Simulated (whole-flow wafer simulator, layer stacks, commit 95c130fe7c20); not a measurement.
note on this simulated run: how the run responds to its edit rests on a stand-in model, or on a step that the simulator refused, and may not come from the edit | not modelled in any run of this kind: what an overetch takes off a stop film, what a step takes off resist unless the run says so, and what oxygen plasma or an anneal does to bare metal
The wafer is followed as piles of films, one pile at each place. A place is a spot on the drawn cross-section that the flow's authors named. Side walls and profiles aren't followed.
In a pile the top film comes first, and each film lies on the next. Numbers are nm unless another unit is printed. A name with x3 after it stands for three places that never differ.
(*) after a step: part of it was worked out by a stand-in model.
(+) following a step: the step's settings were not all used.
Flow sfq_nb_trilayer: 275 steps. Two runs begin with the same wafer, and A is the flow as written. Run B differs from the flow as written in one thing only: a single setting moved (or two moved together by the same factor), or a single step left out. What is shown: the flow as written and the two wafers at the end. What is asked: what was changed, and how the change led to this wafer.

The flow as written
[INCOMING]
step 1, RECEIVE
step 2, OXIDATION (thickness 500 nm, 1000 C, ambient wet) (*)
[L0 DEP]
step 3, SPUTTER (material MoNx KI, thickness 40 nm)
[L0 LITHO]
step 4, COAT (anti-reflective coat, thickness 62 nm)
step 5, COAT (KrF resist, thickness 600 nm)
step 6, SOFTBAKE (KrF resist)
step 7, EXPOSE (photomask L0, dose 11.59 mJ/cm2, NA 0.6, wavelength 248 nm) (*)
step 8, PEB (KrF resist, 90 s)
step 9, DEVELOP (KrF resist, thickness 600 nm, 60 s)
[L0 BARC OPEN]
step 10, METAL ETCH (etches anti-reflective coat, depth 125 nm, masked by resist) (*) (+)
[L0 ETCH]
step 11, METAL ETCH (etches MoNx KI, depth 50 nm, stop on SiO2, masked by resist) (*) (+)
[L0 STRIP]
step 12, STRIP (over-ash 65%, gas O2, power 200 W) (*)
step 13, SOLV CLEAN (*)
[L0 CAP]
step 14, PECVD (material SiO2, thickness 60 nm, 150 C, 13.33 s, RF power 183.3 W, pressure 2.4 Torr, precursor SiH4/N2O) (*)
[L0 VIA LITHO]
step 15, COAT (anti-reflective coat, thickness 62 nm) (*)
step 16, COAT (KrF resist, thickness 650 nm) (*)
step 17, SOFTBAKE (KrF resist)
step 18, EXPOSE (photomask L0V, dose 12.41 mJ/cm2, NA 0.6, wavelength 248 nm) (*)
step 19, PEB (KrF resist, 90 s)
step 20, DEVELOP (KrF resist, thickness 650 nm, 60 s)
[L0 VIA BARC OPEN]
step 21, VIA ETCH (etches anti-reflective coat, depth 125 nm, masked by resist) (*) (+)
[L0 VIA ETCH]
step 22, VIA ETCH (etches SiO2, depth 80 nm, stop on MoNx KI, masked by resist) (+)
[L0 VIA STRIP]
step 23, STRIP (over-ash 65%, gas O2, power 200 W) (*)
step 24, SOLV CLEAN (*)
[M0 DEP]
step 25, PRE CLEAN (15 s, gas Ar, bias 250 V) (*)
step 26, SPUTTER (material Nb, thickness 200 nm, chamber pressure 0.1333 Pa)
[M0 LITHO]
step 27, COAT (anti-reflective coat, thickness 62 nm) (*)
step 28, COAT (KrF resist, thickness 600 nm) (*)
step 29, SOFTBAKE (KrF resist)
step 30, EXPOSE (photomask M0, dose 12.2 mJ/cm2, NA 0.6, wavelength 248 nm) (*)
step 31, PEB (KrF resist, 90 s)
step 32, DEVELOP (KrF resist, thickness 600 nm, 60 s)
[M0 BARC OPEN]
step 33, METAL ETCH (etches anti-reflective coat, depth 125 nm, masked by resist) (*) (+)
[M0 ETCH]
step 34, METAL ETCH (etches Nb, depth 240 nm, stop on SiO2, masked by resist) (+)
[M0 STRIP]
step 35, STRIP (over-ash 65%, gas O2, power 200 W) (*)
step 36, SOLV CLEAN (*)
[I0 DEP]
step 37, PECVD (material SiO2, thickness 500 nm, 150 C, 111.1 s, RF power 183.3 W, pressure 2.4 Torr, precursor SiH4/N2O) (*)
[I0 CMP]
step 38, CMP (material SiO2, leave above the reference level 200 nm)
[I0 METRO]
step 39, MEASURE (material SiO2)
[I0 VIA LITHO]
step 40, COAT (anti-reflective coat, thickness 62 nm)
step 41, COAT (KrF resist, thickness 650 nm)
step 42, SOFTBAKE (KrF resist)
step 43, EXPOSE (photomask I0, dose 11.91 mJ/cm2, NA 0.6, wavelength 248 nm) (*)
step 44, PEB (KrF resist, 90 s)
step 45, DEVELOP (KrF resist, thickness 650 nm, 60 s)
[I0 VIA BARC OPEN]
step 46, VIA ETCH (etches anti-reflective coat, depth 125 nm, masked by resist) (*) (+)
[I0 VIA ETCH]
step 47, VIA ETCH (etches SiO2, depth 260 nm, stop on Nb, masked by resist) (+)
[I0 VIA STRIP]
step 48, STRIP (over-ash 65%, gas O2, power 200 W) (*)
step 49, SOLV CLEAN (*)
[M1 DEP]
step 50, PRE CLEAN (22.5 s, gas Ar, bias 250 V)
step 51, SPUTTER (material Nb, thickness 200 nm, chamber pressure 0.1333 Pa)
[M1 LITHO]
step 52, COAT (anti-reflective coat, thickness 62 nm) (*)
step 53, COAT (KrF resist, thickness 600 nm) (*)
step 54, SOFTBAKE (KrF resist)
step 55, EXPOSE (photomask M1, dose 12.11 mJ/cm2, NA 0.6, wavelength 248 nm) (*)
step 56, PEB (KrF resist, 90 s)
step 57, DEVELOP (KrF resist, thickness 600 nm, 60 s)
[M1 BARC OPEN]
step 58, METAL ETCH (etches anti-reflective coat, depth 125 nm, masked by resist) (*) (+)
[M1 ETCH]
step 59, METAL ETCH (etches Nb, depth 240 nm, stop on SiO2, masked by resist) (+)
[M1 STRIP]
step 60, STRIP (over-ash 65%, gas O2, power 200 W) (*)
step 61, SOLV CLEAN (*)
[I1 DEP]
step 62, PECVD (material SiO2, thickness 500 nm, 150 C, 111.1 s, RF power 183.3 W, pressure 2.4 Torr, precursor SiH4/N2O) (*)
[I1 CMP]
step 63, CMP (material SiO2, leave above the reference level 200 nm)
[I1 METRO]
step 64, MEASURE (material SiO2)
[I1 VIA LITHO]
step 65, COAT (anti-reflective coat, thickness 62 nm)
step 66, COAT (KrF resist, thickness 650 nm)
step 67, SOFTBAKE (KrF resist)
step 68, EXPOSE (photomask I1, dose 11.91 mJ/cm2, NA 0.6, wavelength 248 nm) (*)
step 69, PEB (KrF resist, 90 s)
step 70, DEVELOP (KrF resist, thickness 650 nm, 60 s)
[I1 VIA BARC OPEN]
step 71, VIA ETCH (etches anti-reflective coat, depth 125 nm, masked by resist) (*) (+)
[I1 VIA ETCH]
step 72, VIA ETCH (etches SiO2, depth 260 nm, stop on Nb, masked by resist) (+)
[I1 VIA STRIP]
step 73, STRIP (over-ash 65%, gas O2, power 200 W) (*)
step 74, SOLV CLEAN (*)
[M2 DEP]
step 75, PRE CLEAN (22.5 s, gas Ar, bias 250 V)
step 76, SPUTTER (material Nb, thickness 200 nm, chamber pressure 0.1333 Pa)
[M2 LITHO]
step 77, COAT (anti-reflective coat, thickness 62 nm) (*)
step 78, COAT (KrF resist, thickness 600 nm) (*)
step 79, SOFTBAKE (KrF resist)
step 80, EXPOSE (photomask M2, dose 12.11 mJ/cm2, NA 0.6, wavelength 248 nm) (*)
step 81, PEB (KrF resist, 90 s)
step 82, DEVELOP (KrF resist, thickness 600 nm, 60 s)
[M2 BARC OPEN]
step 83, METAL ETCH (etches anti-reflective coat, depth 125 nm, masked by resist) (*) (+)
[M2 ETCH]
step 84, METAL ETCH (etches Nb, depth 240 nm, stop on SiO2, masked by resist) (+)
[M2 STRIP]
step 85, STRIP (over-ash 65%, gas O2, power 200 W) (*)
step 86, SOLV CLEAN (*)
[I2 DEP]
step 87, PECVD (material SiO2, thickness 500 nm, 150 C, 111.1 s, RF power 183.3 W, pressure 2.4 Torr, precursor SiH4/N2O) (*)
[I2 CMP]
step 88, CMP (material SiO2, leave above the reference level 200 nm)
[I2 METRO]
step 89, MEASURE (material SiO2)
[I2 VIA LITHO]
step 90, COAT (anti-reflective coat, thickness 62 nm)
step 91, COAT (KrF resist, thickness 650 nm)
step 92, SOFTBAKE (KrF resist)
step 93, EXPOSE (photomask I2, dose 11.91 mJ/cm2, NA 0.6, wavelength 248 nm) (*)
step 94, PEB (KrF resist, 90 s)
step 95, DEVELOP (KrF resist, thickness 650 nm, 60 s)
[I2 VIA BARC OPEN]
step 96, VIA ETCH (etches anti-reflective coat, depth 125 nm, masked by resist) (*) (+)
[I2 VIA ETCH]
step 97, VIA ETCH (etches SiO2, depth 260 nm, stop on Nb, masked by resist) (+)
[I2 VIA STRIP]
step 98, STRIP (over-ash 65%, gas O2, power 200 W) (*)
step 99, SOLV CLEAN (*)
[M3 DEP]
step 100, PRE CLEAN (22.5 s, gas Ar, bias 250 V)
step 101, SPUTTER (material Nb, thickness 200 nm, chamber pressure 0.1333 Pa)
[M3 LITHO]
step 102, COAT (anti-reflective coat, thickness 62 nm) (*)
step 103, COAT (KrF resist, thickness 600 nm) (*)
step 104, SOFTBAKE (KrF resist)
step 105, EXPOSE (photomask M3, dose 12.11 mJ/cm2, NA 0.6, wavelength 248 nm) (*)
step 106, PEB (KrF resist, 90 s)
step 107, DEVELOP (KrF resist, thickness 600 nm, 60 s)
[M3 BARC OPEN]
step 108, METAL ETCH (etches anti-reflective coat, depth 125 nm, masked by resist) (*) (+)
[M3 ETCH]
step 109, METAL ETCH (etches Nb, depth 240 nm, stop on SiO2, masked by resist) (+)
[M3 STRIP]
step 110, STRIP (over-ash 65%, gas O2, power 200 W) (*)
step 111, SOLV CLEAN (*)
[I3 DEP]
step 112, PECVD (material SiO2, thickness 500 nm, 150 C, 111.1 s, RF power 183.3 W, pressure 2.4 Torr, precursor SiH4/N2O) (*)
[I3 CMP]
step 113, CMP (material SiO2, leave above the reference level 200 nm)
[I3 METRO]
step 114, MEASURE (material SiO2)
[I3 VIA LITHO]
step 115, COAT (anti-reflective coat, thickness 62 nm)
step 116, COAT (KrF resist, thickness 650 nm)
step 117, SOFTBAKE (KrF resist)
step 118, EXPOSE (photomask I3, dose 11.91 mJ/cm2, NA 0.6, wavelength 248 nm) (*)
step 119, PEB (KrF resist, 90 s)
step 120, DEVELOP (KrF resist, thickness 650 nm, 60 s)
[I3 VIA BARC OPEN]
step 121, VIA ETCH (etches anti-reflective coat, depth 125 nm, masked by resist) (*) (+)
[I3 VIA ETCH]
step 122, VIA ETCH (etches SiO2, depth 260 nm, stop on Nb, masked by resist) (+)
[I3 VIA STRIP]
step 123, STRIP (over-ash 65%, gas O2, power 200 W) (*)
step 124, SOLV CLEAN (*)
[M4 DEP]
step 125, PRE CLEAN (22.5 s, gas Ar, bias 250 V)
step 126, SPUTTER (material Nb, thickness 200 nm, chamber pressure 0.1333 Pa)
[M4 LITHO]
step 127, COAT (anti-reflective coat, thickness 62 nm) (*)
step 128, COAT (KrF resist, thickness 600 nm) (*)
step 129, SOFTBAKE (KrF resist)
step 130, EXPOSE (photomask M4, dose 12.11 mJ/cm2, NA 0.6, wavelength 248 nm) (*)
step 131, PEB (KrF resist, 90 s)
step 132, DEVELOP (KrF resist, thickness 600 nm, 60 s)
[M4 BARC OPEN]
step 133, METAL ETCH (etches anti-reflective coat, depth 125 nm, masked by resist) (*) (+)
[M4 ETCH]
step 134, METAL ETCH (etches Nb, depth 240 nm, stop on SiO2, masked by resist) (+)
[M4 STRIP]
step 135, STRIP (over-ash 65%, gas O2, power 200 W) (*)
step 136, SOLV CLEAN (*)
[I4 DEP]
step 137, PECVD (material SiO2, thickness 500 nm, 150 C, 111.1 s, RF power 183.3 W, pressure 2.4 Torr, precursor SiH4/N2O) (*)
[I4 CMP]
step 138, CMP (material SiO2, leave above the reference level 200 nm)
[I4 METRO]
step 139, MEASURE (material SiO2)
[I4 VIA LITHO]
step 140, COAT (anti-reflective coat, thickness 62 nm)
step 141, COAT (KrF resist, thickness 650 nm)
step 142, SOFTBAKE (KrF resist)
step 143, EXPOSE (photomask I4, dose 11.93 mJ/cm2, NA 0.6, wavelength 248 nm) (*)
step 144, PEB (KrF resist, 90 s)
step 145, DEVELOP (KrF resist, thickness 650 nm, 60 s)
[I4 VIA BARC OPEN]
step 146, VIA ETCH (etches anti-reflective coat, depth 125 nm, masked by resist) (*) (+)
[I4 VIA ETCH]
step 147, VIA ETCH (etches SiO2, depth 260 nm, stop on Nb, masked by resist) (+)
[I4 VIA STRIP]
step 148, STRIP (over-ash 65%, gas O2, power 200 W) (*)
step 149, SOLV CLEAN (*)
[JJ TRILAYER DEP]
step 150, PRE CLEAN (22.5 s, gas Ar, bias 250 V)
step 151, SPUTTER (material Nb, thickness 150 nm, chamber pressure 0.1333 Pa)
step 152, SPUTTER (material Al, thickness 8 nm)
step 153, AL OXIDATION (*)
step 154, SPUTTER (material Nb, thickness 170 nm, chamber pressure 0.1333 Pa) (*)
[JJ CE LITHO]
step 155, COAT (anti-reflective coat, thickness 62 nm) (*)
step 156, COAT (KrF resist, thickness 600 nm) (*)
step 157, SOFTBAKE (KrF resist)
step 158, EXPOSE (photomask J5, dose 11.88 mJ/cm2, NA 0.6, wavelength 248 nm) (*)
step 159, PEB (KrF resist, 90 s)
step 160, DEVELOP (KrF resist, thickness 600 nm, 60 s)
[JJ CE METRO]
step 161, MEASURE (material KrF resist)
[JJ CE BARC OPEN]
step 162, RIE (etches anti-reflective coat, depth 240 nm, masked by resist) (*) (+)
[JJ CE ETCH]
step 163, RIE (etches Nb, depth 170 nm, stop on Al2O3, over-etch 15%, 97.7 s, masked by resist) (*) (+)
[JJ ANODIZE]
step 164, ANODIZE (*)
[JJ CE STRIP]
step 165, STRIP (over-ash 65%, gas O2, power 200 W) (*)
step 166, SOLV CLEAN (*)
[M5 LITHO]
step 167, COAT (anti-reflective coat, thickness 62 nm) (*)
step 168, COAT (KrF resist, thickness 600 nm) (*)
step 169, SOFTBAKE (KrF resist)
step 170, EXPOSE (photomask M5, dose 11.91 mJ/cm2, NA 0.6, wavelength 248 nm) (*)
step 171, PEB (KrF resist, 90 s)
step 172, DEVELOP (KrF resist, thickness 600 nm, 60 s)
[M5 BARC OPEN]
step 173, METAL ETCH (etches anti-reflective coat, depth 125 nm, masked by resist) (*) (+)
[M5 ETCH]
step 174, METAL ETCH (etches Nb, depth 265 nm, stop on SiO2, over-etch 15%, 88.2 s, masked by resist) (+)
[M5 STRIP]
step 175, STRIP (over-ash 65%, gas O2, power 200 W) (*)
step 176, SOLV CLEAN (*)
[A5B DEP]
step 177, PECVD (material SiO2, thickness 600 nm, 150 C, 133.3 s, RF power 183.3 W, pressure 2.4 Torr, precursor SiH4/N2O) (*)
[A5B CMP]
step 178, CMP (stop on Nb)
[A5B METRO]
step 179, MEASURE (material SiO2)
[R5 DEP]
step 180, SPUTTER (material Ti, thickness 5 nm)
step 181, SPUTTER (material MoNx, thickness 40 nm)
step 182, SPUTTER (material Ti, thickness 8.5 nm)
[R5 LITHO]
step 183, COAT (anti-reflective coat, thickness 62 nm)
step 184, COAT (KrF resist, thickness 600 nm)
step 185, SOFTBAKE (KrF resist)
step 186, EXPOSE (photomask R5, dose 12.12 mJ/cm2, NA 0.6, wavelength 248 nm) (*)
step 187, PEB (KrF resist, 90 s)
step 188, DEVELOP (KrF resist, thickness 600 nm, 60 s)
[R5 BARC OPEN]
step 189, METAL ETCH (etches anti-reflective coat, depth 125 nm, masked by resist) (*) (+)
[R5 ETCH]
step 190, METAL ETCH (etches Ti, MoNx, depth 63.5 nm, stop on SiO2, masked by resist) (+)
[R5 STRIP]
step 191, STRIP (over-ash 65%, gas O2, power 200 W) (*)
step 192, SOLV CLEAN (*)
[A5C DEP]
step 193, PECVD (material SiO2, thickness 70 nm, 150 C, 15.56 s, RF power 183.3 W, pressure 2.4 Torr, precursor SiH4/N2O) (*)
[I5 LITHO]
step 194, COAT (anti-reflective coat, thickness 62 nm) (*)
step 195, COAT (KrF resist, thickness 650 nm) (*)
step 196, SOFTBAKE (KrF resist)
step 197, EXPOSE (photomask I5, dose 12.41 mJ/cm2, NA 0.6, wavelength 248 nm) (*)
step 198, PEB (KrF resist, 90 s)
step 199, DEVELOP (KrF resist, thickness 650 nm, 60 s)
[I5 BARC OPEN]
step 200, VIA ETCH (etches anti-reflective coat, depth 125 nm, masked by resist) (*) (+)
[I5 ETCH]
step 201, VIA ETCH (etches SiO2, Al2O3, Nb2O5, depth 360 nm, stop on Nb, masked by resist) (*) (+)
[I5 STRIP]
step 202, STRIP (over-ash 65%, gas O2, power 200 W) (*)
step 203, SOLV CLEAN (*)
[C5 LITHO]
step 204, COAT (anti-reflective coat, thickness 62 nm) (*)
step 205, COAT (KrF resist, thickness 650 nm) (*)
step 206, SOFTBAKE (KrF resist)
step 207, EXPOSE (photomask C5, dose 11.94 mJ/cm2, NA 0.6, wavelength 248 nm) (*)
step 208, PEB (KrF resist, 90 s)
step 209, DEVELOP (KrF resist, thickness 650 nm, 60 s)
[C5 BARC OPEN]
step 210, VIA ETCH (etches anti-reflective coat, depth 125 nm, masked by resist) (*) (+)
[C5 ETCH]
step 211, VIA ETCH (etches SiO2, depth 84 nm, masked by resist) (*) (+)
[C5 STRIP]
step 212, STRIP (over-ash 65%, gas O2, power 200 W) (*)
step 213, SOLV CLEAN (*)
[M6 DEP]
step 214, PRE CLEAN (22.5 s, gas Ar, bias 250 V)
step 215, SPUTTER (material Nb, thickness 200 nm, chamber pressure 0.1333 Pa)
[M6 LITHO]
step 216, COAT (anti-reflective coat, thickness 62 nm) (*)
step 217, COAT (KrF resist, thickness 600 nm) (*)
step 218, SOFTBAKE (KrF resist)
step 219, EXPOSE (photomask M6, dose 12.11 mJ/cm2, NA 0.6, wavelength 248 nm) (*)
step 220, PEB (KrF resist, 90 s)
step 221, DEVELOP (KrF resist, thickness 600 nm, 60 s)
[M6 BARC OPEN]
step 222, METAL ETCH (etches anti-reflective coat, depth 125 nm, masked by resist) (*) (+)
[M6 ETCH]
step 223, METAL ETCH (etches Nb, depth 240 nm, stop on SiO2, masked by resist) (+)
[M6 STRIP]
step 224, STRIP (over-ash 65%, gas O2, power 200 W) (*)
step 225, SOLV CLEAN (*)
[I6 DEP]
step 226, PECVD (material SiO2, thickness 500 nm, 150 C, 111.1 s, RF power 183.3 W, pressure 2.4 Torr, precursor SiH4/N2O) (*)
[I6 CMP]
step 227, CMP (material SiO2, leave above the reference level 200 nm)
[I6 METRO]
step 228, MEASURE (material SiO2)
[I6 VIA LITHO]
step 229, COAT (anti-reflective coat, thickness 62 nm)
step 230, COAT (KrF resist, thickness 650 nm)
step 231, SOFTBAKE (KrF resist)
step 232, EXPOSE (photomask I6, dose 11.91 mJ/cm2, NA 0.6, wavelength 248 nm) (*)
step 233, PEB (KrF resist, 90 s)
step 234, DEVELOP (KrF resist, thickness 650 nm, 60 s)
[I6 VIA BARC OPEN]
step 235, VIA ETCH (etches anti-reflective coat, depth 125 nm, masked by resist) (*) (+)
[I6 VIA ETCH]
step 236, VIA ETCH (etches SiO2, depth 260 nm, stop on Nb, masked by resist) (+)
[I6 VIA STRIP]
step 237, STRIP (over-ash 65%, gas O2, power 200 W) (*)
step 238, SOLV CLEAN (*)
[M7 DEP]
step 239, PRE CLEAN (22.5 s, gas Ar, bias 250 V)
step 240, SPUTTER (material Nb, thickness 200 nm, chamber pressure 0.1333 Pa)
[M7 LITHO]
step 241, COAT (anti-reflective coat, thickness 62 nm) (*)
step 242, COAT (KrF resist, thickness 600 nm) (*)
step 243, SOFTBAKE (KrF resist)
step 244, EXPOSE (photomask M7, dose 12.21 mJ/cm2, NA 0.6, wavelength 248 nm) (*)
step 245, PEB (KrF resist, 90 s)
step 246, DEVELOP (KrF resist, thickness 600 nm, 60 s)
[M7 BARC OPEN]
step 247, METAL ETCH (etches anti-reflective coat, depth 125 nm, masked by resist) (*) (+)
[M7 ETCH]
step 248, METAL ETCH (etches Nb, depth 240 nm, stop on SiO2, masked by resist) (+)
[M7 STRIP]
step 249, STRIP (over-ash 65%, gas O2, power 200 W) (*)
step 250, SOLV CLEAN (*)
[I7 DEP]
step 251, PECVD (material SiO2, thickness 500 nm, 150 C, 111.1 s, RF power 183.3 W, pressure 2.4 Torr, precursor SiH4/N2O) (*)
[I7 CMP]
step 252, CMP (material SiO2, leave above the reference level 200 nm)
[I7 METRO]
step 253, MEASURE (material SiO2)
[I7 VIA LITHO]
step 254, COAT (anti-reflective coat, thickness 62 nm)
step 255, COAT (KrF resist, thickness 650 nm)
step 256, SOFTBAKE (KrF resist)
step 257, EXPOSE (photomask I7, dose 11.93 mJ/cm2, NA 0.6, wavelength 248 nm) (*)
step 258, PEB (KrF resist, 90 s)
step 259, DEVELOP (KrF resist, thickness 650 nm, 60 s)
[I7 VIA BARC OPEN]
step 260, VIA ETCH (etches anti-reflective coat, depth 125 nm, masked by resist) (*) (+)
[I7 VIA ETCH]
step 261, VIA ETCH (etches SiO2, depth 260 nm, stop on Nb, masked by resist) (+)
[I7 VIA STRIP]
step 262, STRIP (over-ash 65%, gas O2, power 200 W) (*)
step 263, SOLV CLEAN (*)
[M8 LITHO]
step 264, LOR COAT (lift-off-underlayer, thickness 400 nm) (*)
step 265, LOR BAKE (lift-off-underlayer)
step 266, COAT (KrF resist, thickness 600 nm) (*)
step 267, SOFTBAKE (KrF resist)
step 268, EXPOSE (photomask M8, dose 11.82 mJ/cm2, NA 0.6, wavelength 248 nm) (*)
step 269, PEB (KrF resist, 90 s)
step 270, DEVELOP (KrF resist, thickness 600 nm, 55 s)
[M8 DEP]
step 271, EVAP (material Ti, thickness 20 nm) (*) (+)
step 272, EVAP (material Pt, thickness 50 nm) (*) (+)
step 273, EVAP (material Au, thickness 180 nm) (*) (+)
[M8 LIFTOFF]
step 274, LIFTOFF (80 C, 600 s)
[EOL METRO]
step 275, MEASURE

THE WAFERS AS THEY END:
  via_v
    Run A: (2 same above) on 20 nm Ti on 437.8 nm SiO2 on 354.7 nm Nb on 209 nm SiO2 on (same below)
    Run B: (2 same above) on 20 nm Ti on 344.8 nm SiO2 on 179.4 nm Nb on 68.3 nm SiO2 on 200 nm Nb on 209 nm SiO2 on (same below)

The reason: step 236, VIA ETCH: depth 124 nm was run, while the flow as written has depth 260 nm.

The path from the change to this, step by step:
  step 236, VIA ETCH (etches SiO2, depth 260 nm, stop on Nb, masked by resist) (+)
      via_v: A -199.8 SiO2 (all of it) | B -124 SiO2
      field_l, v_sur, via_wl and 102 more: A -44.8 KrF resist | B -21.4 KrF resist
  step 237, STRIP (over-ash 65%, gas O2, power 200 W) (*)
      field_l, v_sur, via_wl and 102 more: A -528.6 KrF resist (all of it), -62 anti-reflective coat (all of it) | B -552.1 KrF resist (all of it), -62 anti-reflective coat (all of it)
  step 239, PRE CLEAN (22.5 s, gas Ar, bias 250 V)
      via_v: A -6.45 Nb | B -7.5 SiO2
  step 240, SPUTTER (material Nb, thickness 200 nm, chamber pressure 0.1333 Pa)
      via_v: A +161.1 Nb | B +179.4 Nb (new film)
  step 241, COAT (anti-reflective coat, thickness 62 nm) (*)
      via_sp: A +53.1 anti-reflective coat (new film) | B +54.5 anti-reflective coat (new film)
      via_v: A +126 anti-reflective coat (new film) | B +108.2 anti-reflective coat (new film)
      (as well as at 1 more place)
  step 242, COAT (KrF resist, thickness 600 nm) (*)
      via_v: A +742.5 KrF resist (new film) | B +679.7 KrF resist (new film)
  step 249, STRIP (over-ash 65%, gas O2, power 200 W) (*)
      via_sp: A -373.6 KrF resist (all of it), -53.1 anti-reflective coat (all of it) | B -378.9 KrF resist (all of it), -54.5 anti-reflective coat (all of it)
      via_v: A -524.5 KrF resist (all of it), -126 anti-reflective coat (all of it) | B -461.8 KrF resist (all of it), -108.2 anti-reflective coat (all of it)
      (as well as at 1 more place)
  step 251, PECVD (material SiO2, thickness 500 nm, 150 C, 111.1 s, RF power 183.3 W, pressure 2.4 Torr, precursor SiH4/N2O) (*)
      via_v: A +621 SiO2 (new film) | B +501.8 SiO2 (new film)
  step 252, CMP (material SiO2, leave above the reference level 200 nm)
      via_v: A -183.1 SiO2 | B -157.1 SiO2
If metal films that touch count as one body, via_v has 7 bodies (between them, from the top down: SiO2 344.8; SiO2 68.3; SiO2 209 / Al2O3 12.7 / Nb2O5 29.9; SiO2 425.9; SiO2 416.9; SiO2 192.5); the flow as written gives 6 bodies (between them, from the top down: SiO2 437.8; SiO2 209 / Al2O3 12.7 / Nb2O5 29.9; SiO2 425.9; SiO2 416.9; SiO2 192.5).
